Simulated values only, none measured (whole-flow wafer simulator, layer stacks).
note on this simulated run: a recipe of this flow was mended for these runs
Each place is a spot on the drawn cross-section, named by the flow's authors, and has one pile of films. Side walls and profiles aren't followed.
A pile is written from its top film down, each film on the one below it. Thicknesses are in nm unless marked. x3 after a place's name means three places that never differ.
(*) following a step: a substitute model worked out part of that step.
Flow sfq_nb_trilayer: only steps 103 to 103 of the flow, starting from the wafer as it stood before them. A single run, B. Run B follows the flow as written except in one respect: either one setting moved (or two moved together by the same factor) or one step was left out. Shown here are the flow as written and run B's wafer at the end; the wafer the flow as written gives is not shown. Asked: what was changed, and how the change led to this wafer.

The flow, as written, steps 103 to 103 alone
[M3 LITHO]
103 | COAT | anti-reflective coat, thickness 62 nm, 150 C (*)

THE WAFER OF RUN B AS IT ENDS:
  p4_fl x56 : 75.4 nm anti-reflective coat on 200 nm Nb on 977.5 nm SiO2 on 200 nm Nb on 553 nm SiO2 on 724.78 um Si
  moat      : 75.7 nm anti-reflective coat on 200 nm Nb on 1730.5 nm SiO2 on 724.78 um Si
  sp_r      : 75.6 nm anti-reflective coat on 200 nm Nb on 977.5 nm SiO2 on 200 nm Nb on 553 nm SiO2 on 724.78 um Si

What caused this: step 103, COAT: thickness 75.4 nm was run, whereas the flow has thickness 62 nm.
The wafer itself shows it: p4_fl x56 has anti-reflective coat 75.4, and step 103 as written asks for 62 nm.

Step by step, how the change led to this:
  103 | COAT | anti-reflective coat, thickness 62 nm, 150 C (*)
      p4_fl x56, wl_j_sl x15, wl_d_m1, l0r_line_l x3, m0r_space_l x2: anti-reflective coat gains 75.4 (new film) (as written it would have been: anti-reflective coat gains 62 (new film))
      moat, field_r, lsp_l and 6 more: anti-reflective coat gains 75.7 (new film) (as written it would have been: anti-reflective coat gains 62.3 (new film))
      (and at 20 other places as well)
